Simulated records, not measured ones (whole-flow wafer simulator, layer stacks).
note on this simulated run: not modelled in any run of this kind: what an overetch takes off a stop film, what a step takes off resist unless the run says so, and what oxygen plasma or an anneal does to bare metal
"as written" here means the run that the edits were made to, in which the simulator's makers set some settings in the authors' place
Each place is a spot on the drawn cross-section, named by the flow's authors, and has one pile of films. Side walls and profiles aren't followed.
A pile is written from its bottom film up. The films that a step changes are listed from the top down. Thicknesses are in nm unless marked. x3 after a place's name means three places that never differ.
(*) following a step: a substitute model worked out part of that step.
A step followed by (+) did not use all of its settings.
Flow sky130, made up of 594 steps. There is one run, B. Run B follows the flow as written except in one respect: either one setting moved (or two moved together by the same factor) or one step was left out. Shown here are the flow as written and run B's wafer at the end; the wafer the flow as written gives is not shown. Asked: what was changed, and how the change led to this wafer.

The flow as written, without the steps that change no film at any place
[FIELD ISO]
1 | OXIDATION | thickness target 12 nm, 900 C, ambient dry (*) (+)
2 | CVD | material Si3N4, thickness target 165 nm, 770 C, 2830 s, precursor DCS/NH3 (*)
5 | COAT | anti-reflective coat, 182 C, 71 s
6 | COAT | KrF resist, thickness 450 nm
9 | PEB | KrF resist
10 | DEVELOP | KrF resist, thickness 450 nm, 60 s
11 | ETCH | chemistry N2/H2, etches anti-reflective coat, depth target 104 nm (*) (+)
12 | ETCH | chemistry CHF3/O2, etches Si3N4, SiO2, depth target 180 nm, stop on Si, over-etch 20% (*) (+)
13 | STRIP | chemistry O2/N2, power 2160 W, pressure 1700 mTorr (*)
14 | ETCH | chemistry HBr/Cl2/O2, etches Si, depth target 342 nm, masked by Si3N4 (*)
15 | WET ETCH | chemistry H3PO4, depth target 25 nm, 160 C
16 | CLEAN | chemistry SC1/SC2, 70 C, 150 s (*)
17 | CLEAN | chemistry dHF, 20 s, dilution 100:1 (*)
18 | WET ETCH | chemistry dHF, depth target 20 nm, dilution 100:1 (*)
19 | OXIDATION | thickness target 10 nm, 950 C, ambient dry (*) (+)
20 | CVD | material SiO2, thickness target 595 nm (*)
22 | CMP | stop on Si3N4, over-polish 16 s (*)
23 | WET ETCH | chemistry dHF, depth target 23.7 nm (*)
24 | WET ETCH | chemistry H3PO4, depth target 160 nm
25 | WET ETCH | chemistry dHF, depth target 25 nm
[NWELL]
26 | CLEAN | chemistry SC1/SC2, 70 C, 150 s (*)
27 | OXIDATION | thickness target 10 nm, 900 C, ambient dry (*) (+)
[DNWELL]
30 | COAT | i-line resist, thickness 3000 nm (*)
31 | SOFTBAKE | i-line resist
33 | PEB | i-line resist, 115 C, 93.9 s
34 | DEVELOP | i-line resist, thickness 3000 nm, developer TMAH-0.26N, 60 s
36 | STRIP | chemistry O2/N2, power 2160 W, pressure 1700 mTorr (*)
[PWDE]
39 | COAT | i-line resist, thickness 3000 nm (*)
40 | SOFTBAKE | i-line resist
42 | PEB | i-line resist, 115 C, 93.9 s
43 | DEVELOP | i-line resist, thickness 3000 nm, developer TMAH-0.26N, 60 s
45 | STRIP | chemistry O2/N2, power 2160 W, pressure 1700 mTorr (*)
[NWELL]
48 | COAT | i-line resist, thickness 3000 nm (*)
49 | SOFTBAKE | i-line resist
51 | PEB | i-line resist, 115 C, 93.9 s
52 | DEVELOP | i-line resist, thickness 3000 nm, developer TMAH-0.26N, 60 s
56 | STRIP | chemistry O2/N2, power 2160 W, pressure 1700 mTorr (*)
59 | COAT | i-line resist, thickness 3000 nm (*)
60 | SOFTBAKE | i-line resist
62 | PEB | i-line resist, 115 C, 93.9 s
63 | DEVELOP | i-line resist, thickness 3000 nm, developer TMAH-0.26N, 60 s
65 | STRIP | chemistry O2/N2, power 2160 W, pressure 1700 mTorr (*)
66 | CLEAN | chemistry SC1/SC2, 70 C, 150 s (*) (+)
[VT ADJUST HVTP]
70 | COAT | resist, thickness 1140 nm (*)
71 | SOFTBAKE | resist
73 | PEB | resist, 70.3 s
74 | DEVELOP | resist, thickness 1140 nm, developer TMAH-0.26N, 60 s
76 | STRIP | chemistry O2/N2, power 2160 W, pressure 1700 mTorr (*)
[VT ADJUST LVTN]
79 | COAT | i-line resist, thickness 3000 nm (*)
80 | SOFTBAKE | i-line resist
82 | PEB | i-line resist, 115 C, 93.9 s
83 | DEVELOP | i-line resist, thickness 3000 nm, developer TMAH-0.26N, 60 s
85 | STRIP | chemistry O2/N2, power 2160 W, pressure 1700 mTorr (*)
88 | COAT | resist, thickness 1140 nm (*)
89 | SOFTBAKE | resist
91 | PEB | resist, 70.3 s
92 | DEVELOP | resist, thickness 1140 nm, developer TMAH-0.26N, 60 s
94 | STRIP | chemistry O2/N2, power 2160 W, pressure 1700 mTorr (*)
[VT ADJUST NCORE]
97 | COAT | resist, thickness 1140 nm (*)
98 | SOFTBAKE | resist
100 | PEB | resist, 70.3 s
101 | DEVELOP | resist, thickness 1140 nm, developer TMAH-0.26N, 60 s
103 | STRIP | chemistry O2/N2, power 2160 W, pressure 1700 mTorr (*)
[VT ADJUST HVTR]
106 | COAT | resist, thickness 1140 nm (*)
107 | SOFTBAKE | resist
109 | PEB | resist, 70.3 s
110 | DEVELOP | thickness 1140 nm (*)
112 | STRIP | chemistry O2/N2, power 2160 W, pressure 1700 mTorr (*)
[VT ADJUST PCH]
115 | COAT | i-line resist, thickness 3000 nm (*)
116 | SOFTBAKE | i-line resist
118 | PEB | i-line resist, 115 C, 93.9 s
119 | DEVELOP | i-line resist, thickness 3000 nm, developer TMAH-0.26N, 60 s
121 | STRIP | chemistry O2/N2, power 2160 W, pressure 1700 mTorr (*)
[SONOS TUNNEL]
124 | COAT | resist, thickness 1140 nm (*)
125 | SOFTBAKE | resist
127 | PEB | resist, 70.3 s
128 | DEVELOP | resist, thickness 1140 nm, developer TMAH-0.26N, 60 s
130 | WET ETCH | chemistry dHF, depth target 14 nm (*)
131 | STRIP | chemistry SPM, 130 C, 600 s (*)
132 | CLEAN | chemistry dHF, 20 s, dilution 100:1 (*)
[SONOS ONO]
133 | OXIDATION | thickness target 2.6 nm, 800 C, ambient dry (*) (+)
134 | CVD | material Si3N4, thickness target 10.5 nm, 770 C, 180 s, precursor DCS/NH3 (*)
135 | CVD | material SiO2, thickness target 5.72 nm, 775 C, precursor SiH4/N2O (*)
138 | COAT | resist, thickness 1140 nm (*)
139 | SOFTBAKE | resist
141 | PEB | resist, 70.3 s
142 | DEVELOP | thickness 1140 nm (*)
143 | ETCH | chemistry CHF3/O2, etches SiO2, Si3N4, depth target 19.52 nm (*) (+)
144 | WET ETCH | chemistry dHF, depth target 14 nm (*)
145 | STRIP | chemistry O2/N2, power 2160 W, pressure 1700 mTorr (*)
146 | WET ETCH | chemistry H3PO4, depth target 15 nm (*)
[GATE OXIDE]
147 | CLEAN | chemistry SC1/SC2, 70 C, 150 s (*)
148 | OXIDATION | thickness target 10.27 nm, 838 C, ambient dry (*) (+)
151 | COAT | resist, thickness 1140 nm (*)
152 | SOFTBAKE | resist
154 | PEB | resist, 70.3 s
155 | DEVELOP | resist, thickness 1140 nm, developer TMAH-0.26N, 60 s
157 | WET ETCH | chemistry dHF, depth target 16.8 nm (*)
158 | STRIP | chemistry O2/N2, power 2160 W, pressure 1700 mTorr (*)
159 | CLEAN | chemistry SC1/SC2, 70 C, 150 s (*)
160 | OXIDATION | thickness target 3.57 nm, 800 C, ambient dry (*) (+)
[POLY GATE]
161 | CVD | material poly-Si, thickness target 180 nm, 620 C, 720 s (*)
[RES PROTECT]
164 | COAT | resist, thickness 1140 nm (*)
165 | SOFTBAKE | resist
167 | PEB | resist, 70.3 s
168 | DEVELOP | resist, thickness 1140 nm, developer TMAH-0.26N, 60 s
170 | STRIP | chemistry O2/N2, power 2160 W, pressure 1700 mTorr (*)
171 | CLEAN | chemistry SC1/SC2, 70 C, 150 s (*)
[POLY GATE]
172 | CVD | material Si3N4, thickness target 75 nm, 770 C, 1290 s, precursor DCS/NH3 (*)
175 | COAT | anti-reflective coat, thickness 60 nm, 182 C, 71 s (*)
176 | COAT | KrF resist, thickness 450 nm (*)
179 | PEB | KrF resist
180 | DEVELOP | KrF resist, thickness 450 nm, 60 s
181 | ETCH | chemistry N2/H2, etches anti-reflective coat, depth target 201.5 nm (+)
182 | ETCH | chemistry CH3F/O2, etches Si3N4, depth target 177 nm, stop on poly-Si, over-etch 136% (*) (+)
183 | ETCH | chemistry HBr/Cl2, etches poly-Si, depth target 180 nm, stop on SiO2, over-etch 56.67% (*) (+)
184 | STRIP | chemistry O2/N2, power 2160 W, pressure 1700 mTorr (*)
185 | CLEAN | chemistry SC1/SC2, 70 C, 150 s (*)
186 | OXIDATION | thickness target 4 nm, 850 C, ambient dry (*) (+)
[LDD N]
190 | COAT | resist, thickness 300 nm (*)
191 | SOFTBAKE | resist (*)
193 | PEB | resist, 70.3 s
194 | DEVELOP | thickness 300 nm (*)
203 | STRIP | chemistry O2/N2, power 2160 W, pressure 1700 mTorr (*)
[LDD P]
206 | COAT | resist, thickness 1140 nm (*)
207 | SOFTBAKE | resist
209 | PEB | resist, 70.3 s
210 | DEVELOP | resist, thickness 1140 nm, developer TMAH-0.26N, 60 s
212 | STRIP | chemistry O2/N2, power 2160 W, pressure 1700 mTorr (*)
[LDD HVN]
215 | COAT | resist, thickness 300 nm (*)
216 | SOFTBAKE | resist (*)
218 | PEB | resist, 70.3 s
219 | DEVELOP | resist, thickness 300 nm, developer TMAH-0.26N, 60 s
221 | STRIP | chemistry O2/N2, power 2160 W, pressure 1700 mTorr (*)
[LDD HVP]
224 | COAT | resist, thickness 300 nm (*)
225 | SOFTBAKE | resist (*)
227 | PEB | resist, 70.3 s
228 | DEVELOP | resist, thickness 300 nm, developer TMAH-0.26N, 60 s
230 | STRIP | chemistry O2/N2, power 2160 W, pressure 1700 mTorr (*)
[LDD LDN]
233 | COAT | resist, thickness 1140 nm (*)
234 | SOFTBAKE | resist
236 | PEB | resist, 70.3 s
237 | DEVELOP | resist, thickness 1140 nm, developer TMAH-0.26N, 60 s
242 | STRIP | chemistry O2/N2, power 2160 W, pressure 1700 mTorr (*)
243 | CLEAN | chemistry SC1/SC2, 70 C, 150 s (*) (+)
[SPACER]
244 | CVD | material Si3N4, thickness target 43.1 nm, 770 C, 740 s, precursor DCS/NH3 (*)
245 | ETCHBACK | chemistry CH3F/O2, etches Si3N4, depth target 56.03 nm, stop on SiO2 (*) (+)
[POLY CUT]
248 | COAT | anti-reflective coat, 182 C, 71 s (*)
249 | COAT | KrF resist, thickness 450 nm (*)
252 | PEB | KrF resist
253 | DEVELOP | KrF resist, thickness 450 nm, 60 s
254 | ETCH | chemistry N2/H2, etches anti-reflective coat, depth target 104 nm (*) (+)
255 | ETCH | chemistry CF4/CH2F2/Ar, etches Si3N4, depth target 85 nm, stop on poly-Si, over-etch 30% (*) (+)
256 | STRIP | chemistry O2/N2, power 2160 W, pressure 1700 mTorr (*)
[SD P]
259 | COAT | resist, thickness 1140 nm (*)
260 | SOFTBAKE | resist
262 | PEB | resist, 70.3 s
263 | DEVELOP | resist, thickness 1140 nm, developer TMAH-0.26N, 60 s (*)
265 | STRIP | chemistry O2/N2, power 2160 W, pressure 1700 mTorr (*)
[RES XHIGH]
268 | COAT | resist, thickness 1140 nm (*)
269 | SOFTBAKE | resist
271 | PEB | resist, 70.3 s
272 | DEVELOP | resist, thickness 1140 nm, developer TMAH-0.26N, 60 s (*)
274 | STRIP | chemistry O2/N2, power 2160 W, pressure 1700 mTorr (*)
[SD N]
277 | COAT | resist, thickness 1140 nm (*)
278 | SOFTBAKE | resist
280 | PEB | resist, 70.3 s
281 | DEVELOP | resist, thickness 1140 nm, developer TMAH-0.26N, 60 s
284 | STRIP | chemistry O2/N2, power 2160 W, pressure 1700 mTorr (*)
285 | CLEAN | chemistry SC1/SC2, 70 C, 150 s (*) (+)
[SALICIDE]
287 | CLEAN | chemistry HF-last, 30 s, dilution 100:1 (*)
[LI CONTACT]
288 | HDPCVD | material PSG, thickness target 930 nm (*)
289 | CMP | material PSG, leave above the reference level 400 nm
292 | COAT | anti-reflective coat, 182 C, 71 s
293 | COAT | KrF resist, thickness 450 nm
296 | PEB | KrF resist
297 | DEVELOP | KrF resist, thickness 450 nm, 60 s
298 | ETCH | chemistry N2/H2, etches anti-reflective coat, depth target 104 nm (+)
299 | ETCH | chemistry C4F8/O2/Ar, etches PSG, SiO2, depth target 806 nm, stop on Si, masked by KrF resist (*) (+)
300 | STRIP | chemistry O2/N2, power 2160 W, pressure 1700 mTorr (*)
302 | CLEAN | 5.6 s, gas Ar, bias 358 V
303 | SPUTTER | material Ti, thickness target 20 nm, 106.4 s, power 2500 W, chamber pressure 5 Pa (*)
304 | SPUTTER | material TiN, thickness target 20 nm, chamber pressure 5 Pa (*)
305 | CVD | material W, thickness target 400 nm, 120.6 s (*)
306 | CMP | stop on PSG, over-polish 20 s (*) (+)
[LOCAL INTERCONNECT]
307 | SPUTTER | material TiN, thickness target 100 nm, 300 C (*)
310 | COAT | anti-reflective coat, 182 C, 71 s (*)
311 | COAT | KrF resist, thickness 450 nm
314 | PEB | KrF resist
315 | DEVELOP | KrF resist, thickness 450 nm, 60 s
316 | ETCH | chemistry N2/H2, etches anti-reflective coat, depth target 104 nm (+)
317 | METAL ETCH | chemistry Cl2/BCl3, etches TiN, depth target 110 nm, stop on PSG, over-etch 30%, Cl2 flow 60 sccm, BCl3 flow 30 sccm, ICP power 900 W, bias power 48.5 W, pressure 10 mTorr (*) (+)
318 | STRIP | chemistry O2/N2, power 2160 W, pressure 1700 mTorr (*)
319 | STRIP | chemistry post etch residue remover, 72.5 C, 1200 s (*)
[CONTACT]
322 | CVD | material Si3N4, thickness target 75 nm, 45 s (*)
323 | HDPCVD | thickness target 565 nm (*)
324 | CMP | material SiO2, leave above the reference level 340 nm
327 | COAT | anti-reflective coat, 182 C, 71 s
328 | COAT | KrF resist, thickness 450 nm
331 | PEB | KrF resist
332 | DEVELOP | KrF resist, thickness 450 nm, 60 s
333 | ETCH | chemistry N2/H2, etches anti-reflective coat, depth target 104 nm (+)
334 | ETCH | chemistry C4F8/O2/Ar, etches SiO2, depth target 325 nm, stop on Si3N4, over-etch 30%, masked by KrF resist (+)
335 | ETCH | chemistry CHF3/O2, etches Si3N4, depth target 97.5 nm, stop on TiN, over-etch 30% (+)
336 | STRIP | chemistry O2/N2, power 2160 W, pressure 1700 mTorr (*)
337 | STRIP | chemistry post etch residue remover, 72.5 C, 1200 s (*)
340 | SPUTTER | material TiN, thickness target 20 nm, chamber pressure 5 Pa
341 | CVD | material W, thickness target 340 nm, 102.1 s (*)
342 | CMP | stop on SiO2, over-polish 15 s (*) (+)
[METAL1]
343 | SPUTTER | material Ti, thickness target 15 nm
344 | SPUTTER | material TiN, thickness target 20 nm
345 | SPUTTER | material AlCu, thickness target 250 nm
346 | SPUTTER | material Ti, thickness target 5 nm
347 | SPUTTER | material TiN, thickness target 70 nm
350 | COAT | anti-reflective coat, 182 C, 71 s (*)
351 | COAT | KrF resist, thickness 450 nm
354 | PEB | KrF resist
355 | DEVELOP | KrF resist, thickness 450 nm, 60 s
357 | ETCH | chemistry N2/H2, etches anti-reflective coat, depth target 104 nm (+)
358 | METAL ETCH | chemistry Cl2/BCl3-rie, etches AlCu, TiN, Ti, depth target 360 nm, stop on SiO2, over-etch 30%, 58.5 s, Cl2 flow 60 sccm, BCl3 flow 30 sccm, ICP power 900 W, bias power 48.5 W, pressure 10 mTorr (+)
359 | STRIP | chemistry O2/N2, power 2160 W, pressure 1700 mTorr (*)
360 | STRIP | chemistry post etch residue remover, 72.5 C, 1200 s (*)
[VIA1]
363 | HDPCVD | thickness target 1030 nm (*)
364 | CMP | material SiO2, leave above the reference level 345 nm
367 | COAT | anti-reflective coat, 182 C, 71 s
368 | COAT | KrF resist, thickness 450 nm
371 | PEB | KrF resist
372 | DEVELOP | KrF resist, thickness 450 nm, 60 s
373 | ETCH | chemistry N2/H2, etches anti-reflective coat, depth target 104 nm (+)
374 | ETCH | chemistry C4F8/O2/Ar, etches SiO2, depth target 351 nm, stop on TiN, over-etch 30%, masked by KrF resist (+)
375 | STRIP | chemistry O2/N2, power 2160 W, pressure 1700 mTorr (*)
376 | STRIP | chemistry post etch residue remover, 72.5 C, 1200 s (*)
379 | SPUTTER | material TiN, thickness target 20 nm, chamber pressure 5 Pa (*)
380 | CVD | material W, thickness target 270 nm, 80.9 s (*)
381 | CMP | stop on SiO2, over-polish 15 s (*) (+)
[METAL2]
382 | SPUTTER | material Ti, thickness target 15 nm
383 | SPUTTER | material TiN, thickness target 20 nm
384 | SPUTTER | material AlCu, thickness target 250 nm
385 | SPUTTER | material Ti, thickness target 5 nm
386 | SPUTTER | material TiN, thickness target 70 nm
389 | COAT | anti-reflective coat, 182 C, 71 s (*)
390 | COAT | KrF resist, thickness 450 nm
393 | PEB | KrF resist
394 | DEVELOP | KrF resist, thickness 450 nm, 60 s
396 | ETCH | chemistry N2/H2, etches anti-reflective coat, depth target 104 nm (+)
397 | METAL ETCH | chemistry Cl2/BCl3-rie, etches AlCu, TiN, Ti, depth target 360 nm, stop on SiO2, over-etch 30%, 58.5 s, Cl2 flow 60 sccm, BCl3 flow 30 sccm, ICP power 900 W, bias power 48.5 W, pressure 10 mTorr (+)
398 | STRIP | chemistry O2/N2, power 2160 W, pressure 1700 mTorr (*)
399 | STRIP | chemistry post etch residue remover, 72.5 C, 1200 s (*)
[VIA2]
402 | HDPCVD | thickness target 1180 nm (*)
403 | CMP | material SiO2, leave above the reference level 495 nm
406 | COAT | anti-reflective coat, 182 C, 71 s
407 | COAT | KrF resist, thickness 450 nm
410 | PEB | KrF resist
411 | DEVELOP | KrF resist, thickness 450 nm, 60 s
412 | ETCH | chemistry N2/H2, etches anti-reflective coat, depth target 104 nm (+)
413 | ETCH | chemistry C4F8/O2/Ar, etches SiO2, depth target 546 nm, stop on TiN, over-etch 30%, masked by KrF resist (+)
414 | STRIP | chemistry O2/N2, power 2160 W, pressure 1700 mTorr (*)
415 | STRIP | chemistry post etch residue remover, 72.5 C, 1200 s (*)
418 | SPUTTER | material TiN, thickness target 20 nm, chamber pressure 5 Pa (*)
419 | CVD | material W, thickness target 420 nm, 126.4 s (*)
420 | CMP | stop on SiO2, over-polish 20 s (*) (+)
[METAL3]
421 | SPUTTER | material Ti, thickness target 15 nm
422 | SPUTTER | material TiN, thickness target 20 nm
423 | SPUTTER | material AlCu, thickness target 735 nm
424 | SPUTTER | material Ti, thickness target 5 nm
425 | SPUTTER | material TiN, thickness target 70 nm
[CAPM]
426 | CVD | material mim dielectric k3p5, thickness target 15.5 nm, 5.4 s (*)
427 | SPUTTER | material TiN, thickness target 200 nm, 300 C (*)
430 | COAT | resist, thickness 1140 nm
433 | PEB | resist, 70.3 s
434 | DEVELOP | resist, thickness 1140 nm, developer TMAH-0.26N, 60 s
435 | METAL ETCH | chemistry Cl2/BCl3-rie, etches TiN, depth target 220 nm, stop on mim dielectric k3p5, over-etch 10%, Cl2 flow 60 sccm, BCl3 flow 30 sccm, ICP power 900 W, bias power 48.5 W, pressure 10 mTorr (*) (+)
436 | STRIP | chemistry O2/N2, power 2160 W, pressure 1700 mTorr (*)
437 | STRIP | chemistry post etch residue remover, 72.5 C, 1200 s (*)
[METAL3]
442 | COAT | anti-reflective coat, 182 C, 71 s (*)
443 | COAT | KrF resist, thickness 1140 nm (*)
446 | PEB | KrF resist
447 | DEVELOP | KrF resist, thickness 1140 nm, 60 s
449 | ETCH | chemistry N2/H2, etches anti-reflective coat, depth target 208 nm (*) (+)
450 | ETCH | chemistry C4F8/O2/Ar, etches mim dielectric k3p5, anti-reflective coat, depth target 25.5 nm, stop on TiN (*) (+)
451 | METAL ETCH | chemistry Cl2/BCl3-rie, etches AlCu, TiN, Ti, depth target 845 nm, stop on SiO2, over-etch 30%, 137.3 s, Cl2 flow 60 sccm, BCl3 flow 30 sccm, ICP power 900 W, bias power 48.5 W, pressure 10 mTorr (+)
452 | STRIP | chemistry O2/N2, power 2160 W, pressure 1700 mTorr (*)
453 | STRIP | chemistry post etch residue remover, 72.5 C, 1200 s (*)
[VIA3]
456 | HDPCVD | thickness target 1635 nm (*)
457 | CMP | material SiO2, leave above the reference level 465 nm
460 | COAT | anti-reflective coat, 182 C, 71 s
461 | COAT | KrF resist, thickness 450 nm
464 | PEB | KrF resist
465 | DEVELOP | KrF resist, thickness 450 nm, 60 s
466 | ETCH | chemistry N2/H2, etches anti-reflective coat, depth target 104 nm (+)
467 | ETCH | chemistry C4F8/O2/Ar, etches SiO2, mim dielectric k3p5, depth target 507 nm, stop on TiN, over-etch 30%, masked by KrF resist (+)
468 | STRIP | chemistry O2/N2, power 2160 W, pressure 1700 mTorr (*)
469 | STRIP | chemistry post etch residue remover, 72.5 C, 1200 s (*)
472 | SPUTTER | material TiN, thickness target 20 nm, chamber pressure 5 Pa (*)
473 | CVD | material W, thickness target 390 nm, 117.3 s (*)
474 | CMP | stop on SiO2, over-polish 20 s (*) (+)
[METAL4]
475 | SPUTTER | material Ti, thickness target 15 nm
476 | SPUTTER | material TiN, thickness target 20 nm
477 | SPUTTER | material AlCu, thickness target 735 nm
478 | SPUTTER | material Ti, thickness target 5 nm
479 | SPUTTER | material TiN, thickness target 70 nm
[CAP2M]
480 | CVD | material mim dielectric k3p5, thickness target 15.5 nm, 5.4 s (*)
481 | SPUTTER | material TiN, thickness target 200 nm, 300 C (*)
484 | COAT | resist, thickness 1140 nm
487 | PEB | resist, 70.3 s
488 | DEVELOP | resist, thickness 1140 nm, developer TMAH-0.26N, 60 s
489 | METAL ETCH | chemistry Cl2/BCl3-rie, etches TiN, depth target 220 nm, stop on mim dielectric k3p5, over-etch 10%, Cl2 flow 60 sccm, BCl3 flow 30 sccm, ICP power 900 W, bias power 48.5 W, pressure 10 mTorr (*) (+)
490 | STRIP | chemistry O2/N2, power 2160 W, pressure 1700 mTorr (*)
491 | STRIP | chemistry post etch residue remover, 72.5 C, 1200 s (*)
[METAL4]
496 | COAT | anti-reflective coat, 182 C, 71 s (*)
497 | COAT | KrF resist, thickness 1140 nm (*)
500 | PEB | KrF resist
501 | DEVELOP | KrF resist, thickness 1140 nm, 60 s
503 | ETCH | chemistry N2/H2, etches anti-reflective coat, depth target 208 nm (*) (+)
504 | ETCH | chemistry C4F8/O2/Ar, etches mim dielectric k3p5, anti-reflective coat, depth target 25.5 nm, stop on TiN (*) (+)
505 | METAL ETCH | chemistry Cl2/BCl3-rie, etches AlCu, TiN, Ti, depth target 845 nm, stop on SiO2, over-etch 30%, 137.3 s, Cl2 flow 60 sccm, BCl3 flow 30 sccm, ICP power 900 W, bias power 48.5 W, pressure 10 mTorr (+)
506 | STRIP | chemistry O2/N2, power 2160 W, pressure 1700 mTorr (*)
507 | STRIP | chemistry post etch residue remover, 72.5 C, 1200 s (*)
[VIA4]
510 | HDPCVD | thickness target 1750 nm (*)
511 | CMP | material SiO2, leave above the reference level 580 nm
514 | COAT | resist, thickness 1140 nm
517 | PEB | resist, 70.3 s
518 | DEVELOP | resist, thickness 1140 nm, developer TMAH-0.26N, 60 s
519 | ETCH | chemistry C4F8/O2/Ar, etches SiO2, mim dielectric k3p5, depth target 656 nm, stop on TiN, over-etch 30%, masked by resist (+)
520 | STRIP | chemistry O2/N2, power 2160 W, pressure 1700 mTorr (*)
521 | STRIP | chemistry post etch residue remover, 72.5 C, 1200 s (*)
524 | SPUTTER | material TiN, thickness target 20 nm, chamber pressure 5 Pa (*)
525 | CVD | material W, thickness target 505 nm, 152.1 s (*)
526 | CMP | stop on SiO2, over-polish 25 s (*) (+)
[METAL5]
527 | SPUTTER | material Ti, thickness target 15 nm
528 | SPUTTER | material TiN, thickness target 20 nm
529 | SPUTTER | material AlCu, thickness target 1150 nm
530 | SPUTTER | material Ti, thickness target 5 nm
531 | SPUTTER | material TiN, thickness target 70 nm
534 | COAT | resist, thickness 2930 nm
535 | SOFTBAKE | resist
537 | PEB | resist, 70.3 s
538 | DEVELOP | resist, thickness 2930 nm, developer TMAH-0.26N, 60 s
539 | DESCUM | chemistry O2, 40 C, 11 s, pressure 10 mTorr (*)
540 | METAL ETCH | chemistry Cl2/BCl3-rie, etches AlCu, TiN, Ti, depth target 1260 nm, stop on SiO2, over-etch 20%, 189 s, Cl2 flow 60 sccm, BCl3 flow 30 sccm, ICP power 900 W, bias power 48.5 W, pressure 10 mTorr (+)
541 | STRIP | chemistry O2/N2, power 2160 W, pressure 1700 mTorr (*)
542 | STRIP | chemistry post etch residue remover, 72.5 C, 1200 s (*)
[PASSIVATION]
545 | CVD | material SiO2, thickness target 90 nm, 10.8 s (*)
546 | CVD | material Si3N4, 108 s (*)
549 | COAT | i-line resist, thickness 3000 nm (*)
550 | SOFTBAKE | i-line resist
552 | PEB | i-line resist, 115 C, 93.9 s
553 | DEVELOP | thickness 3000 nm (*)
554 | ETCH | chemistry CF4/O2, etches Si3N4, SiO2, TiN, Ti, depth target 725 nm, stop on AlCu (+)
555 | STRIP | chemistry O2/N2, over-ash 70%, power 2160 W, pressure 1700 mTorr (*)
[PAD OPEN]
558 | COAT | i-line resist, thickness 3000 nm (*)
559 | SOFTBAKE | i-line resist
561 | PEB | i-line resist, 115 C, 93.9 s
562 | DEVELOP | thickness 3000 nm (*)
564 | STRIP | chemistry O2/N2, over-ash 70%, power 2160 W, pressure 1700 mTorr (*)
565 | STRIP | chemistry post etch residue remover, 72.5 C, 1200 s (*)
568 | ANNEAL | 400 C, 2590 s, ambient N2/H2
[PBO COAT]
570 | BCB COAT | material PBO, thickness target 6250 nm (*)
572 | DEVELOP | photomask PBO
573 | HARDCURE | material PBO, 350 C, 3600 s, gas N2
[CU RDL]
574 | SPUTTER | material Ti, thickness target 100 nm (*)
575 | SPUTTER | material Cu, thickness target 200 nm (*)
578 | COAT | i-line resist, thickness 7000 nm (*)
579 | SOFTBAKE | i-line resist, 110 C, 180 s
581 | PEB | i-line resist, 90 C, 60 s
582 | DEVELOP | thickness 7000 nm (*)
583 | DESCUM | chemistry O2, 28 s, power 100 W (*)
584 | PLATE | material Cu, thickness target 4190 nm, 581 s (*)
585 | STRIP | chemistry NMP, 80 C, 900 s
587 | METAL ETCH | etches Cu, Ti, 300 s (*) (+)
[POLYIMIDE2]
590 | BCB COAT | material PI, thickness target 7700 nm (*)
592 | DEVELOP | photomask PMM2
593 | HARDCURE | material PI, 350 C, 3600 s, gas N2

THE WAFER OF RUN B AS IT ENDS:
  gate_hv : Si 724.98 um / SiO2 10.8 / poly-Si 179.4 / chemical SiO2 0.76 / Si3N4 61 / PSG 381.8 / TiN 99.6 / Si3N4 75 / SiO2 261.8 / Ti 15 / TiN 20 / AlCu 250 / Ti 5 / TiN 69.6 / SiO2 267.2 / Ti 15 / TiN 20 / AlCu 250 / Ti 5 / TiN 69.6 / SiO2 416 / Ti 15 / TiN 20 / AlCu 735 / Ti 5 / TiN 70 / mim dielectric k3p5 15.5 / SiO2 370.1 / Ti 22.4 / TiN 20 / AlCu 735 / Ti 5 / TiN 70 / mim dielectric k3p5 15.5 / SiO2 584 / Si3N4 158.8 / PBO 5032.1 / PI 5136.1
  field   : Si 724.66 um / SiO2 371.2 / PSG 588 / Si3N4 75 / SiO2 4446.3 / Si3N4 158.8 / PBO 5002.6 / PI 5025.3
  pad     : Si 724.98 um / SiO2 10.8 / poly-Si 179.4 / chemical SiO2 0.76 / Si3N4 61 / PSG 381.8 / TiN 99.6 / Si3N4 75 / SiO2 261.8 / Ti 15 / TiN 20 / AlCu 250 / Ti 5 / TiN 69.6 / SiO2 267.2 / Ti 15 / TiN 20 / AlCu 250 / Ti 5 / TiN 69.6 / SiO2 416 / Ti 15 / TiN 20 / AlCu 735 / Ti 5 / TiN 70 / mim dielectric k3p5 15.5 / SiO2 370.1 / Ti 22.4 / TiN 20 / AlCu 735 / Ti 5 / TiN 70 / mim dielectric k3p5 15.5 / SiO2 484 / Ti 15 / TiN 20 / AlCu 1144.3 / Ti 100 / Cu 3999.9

The reason: step 475, SPUTTER: thickness target 22.4 nm was run, whereas the flow has thickness target 15 nm.
The wafer lets one read it off: gate_hv has Ti 22.4, and step 475 as written asks for 15 nm.

Step by step, how the change led to this:
  475 | SPUTTER | material Ti, thickness target 15 nm
      field, active, n_well and 189 more: +22.4 Ti (new film) (it would be, as written: +15 Ti (new film))
  505 | METAL ETCH | chemistry Cl2/BCl3-rie, etches AlCu, TiN, Ti, depth target 845 nm, stop on SiO2, over-etch 30%, 137.3 s, Cl2 flow 60 sccm, BCl3 flow 30 sccm, ICP power 900 W, bias power 48.5 W, pressure 10 mTorr (+)
      field, gate, spacer and 68 more: -70 TiN (all of it), -5 Ti (all of it), -735 AlCu (all of it), -20 TiN (all of it), -22.4 Ti (all of it), -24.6 SiO2 (it would be, as written: -70 TiN (all of it), -5 Ti (all of it), -735 AlCu (all of it), -20 TiN (all of it), -15 Ti (all of it), -25.4 SiO2)
      active, vpp_iso1, mim_edge_plate and 14 more: -70 TiN (all of it), -5 Ti (all of it), -735 AlCu (all of it), -20 TiN (all of it), -22.4 Ti (all of it), -24.6 SiO2 (it would be, as written: -70 TiN (all of it), -5 Ti (all of it), -735 AlCu (all of it), -20 TiN (all of it), -15 Ti (all of it), -25.3 SiO2)
